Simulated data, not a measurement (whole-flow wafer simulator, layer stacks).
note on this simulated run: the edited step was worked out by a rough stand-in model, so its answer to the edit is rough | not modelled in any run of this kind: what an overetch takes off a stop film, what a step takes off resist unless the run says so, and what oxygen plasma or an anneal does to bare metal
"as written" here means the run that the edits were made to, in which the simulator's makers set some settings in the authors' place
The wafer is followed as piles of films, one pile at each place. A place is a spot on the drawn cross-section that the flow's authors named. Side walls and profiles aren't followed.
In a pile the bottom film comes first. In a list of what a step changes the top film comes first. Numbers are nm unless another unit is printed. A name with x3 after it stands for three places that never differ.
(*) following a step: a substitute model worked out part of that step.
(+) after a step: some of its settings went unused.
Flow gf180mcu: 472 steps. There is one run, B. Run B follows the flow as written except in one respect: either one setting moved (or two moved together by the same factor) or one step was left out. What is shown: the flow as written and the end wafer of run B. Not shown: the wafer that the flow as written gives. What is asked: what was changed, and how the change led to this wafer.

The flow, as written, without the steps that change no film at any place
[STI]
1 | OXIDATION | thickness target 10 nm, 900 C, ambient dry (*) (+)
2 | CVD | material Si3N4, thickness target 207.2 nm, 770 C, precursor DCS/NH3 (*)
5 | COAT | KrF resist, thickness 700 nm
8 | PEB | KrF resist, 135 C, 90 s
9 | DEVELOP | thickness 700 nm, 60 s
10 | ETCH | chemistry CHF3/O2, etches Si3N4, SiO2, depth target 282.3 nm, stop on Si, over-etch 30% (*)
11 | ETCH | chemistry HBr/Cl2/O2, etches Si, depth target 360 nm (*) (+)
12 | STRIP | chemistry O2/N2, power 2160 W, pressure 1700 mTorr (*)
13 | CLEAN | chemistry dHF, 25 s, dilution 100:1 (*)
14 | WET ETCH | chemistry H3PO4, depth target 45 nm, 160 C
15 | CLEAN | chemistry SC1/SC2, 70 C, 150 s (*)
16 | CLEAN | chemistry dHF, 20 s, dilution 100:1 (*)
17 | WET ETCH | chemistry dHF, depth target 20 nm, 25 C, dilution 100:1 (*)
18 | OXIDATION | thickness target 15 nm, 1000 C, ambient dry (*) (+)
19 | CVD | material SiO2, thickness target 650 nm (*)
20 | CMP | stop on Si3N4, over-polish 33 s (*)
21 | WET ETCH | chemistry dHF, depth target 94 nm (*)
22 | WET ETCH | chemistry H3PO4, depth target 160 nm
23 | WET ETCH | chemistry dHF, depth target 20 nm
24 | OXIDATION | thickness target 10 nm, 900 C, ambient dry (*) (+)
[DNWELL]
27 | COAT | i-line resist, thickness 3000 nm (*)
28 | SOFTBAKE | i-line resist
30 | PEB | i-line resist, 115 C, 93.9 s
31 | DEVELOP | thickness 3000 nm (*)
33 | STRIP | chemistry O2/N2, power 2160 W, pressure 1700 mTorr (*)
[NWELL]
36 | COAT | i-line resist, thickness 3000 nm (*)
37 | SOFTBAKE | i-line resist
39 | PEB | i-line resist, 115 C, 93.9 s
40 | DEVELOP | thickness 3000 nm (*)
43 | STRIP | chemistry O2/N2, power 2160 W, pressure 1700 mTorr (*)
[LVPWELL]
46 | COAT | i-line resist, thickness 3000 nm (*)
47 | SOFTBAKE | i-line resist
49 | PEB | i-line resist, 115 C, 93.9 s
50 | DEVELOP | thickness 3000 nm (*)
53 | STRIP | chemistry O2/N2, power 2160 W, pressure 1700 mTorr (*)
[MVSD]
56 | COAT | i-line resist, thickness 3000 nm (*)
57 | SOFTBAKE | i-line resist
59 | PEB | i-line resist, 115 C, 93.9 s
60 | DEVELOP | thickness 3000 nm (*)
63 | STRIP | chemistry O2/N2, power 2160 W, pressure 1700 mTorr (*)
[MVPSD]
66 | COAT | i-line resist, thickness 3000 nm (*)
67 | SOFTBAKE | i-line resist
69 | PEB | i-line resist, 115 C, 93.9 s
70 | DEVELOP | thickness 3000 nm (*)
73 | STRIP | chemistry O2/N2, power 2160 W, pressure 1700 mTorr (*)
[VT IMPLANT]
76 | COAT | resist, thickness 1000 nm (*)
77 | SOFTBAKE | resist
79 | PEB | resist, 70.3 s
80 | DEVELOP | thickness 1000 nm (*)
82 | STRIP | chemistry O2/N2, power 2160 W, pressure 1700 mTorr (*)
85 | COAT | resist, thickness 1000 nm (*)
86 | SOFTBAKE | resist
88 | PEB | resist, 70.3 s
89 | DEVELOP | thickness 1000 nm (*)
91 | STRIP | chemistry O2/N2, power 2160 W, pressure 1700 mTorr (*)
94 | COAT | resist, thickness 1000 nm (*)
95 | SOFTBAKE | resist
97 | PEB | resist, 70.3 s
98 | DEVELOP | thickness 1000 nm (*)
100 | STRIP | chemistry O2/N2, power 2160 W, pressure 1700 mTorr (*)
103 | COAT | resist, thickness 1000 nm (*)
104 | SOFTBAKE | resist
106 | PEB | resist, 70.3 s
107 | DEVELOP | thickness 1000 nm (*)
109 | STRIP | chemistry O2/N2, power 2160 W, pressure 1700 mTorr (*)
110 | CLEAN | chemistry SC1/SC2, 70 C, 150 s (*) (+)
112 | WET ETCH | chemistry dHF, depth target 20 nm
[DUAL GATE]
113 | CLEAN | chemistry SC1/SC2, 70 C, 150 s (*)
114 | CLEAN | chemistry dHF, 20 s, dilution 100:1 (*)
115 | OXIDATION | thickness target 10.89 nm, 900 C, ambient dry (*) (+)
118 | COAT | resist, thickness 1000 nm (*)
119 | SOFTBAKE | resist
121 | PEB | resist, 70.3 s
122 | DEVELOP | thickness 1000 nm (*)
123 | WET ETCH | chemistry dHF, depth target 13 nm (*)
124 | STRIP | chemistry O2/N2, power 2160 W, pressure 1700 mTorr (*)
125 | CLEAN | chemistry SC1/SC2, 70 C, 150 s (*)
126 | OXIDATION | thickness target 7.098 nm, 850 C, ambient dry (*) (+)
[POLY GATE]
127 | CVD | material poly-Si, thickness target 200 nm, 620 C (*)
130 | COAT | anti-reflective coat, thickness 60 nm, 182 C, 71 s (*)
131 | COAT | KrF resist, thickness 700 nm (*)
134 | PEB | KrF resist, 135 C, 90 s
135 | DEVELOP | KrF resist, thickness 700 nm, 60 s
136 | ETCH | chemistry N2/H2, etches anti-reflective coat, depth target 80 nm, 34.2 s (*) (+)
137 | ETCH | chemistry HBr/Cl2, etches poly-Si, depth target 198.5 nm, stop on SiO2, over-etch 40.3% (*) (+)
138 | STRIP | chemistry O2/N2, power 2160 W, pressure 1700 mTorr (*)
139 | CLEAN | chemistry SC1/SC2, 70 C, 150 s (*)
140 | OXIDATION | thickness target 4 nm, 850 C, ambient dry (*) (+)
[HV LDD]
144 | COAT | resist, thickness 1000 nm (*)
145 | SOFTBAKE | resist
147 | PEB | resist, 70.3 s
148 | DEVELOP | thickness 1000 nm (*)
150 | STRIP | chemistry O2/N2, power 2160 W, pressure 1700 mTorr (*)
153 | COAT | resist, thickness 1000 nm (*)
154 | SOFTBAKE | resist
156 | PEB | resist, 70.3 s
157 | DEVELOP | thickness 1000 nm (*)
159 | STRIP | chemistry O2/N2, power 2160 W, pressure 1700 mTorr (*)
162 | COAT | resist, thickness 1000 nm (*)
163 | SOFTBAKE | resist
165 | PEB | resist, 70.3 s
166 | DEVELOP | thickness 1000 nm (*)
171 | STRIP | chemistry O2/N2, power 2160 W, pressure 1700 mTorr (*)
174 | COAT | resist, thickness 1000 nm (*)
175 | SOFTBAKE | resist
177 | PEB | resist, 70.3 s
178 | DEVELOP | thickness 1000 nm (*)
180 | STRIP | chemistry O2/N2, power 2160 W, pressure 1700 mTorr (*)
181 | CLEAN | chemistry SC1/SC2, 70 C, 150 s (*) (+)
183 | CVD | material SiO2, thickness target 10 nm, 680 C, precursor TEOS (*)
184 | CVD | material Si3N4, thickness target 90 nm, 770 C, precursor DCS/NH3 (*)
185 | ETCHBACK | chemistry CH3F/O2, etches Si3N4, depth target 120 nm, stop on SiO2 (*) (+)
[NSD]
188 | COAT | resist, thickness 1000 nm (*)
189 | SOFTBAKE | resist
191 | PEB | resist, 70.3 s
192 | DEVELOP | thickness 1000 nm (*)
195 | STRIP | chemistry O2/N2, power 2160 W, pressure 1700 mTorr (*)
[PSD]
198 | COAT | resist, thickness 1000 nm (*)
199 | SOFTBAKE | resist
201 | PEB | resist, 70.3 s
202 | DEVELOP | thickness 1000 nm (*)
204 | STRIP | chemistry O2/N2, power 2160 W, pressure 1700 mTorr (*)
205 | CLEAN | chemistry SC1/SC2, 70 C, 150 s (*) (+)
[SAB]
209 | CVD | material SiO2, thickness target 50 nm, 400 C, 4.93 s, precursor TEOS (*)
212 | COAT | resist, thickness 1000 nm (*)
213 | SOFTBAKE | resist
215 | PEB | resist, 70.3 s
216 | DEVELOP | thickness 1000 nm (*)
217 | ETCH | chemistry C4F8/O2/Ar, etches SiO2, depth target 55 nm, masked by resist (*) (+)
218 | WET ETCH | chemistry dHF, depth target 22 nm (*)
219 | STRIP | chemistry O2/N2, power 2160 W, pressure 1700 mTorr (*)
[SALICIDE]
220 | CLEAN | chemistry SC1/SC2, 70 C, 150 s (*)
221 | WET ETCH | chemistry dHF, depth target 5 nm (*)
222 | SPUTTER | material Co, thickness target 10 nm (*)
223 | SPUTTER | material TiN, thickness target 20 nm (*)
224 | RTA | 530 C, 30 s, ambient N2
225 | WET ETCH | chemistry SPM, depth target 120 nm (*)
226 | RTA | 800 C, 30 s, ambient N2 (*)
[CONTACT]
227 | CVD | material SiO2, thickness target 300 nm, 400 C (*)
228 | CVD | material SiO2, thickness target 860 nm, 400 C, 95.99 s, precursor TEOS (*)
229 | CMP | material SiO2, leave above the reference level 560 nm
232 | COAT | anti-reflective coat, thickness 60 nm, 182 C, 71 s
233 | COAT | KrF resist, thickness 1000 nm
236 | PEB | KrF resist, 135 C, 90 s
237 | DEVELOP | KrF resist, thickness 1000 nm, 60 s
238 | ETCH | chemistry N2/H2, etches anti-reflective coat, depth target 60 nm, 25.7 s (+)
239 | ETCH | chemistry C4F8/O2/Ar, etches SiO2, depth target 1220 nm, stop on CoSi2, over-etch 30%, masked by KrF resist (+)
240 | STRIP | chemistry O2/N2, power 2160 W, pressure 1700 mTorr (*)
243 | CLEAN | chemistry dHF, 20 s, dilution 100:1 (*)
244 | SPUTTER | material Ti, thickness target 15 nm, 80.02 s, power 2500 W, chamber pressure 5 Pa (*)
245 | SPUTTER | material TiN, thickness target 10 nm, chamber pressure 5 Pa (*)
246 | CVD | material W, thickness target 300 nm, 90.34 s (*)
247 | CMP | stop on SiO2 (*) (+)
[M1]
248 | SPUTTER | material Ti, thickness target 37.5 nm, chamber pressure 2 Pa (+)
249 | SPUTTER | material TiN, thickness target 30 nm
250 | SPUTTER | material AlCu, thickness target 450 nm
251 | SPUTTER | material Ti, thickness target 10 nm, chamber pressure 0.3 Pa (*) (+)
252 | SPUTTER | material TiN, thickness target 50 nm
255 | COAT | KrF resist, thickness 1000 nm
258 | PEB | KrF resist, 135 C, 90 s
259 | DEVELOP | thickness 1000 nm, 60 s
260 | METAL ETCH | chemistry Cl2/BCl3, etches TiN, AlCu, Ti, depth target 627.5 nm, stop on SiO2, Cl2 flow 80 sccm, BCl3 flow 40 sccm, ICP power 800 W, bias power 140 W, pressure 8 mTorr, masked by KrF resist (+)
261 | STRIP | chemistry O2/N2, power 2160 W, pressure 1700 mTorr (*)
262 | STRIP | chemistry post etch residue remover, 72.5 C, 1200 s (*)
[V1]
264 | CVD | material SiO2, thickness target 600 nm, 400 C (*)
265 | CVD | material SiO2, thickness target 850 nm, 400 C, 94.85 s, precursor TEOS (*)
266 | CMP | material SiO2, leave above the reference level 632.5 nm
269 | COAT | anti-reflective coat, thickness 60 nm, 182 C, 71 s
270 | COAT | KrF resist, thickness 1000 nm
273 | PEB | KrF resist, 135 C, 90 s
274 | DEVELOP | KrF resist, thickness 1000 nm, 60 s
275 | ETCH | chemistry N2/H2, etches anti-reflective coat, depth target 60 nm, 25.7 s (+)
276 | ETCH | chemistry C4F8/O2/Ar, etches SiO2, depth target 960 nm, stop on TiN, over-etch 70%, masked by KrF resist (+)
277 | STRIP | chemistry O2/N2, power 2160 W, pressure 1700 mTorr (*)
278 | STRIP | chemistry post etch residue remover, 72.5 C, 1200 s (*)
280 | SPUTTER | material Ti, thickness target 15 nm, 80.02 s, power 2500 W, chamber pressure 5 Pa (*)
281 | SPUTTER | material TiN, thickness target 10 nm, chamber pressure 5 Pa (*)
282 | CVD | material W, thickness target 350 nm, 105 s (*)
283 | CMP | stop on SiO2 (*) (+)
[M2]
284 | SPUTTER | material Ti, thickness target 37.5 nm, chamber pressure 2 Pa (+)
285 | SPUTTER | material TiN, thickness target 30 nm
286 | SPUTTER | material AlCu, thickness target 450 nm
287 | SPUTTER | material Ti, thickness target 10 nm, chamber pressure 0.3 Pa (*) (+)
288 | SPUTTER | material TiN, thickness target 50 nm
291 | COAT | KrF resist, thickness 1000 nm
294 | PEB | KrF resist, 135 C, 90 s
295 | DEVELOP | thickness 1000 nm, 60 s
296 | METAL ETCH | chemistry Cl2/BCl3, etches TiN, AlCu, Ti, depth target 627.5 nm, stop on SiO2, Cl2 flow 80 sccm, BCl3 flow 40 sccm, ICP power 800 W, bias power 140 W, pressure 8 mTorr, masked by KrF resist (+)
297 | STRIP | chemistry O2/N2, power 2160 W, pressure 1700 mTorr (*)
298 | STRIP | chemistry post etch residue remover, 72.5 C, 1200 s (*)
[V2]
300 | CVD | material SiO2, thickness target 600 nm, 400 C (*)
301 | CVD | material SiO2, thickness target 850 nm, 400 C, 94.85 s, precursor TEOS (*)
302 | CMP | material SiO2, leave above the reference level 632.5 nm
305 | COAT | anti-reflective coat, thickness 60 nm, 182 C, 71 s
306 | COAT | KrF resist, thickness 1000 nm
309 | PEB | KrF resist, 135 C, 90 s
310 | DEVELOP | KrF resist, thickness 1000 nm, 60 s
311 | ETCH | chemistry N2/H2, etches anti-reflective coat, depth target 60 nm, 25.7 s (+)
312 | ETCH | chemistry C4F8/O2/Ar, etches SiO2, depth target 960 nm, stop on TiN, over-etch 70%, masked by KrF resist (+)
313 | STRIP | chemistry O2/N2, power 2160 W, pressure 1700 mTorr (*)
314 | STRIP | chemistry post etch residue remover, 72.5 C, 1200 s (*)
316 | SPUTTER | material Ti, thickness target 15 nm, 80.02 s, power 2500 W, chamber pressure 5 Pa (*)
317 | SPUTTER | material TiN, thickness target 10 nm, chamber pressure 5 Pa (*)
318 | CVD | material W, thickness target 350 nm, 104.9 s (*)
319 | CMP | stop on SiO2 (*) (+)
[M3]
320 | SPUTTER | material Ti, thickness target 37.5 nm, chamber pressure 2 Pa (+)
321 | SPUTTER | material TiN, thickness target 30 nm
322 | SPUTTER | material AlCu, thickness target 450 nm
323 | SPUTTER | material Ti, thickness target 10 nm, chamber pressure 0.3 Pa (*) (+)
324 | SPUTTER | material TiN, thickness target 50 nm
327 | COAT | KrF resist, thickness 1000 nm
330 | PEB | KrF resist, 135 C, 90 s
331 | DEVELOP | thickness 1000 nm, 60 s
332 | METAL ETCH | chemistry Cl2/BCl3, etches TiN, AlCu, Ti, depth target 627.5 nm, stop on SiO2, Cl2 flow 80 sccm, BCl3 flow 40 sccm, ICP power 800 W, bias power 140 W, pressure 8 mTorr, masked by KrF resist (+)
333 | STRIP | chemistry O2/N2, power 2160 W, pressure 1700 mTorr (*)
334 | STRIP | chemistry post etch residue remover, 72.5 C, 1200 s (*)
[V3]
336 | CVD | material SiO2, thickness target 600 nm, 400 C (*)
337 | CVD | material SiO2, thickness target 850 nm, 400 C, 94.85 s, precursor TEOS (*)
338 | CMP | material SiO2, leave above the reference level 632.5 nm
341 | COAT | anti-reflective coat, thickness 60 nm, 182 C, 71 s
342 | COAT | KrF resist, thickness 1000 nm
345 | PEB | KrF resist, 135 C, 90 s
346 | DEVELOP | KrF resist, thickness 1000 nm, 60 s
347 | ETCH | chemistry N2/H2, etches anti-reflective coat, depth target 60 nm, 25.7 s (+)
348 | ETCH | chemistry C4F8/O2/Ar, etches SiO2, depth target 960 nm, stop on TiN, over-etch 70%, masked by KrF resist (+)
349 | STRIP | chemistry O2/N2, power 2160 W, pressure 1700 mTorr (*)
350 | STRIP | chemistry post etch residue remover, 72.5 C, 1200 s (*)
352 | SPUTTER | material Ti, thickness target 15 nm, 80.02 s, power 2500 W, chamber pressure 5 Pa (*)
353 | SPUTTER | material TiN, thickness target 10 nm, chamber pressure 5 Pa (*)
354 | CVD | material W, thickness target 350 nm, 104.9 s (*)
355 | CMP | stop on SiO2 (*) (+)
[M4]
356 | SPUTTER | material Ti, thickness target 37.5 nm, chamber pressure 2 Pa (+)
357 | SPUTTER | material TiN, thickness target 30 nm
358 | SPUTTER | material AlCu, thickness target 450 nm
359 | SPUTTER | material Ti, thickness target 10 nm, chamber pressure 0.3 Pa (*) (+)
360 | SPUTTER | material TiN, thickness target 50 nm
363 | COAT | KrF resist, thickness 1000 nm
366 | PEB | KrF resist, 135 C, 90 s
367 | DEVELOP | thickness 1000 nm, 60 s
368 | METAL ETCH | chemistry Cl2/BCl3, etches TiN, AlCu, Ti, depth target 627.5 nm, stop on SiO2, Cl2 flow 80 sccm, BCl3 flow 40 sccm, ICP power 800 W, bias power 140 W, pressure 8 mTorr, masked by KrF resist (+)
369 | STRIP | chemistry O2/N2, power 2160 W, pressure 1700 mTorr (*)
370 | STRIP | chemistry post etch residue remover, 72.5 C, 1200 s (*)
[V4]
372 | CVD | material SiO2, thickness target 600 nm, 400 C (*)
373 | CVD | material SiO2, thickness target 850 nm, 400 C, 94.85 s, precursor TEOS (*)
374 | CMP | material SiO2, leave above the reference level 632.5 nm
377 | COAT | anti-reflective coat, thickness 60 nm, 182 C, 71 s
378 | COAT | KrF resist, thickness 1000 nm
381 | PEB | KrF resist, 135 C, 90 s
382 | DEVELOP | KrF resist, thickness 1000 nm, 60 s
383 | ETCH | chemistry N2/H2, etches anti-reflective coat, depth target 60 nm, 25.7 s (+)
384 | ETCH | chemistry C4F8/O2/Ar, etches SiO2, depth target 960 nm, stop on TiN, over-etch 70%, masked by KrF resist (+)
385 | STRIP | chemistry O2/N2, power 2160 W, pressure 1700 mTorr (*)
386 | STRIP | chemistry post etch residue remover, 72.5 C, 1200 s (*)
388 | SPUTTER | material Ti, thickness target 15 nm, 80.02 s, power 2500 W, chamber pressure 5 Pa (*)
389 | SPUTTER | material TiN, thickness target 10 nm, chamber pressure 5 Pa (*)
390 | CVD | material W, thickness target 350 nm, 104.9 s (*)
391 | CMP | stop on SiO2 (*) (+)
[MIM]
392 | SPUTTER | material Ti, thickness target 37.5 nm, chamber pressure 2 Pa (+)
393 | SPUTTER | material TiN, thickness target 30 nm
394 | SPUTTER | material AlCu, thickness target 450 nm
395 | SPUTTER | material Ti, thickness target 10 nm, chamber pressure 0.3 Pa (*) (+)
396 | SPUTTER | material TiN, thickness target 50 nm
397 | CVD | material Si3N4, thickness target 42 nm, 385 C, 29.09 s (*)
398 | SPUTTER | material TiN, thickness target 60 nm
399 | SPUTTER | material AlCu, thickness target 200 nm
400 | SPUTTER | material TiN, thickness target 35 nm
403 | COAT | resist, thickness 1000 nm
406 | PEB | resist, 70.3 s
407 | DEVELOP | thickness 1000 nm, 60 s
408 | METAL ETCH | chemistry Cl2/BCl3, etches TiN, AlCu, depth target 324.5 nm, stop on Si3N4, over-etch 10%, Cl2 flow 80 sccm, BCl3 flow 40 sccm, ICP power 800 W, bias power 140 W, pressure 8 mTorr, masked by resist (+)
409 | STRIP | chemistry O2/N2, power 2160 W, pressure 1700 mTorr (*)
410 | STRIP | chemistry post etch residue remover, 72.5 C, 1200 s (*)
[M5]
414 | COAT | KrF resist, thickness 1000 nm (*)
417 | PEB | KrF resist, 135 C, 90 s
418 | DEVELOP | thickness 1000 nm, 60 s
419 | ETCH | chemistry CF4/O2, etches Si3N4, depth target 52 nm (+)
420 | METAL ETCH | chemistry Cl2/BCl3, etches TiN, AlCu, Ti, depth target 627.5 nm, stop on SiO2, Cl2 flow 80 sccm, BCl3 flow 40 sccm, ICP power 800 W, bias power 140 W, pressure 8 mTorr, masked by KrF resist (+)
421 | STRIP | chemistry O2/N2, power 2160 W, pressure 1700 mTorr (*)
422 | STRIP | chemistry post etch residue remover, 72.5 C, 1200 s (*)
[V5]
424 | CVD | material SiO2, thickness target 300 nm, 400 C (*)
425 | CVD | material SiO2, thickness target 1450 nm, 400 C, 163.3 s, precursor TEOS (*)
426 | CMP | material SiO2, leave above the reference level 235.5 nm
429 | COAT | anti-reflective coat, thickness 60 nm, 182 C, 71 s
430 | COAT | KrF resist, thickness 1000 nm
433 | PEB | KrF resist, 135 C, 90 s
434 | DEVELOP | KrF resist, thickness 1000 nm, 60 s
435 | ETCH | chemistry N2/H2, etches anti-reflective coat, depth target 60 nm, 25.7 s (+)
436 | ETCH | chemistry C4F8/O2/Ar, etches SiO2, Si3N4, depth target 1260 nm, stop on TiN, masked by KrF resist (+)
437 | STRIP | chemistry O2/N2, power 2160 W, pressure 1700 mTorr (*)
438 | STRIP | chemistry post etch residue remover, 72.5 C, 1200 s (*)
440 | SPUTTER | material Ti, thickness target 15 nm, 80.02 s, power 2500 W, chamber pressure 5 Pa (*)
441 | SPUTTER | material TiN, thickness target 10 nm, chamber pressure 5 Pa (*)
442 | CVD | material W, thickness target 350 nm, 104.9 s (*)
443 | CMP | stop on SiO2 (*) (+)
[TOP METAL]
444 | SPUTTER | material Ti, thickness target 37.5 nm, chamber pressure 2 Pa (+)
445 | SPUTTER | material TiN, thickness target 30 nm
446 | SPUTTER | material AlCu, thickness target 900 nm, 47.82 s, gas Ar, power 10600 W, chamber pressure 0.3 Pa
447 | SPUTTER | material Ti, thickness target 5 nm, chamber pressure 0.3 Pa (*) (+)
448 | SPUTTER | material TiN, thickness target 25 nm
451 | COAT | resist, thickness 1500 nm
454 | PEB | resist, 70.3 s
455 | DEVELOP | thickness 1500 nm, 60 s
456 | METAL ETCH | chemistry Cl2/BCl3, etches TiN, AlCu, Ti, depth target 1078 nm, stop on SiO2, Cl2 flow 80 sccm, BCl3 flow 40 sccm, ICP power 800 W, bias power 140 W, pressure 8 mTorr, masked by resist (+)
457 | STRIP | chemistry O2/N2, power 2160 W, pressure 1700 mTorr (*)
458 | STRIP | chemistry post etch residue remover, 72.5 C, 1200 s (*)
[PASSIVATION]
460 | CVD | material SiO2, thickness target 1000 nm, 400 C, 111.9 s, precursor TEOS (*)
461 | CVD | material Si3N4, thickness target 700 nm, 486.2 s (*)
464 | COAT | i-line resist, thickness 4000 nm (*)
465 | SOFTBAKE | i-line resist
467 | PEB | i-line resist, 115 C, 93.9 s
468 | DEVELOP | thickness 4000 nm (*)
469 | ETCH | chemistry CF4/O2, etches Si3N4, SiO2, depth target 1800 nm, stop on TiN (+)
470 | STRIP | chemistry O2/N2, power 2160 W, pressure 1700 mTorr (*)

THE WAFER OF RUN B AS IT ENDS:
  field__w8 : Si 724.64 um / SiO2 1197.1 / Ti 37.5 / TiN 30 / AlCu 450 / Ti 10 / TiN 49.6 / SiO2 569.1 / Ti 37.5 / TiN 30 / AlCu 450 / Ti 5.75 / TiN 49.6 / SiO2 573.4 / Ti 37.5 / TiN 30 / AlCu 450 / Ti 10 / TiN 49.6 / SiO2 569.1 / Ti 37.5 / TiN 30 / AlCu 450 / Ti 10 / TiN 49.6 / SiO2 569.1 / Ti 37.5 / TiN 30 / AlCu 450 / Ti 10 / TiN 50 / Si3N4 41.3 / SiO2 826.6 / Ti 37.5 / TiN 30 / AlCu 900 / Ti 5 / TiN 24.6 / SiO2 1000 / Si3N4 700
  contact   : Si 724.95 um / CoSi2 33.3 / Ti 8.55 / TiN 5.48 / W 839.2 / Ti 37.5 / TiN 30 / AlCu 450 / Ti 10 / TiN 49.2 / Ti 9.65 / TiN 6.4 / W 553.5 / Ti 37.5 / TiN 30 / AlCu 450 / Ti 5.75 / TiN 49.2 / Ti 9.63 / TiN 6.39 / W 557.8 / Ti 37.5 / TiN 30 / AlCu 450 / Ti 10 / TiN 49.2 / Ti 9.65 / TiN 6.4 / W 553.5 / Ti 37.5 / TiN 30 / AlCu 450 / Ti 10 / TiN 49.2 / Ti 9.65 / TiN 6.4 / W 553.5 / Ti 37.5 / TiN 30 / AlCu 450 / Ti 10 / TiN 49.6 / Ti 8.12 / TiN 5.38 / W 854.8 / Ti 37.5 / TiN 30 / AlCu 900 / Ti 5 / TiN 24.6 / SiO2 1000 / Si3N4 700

What caused this: step 287, SPUTTER: thickness target 5.75 nm was run, though the flow has thickness target 10 nm.
The wafer itself shows it: field__w8 has Ti 5.75, and step 287 as written asks for 10 nm.

The path from the change to this, step by step:
  287 | SPUTTER | material Ti, thickness target 10 nm, chamber pressure 0.3 Pa (*) (+)
      field, field__w1, field__w2 and 108 more: +5.75 Ti (new film) (in the flow as written it would be: +10 Ti (new film))
  296 | METAL ETCH | chemistry Cl2/BCl3, etches TiN, AlCu, Ti, depth target 627.5 nm, stop on SiO2, Cl2 flow 80 sccm, BCl3 flow 40 sccm, ICP power 800 W, bias power 140 W, pressure 8 mTorr, masked by KrF resist (+)
      field, field__w1, field__w2 and 103 more: -50 TiN (all of it), -5.75 Ti (all of it), -450 AlCu (all of it), -30 TiN (all of it), -37.5 Ti (all of it) (in the flow as written it would be: -50 TiN (all of it), -10 Ti (all of it), -450 AlCu (all of it), -30 TiN (all of it), -37.5 Ti (all of it))
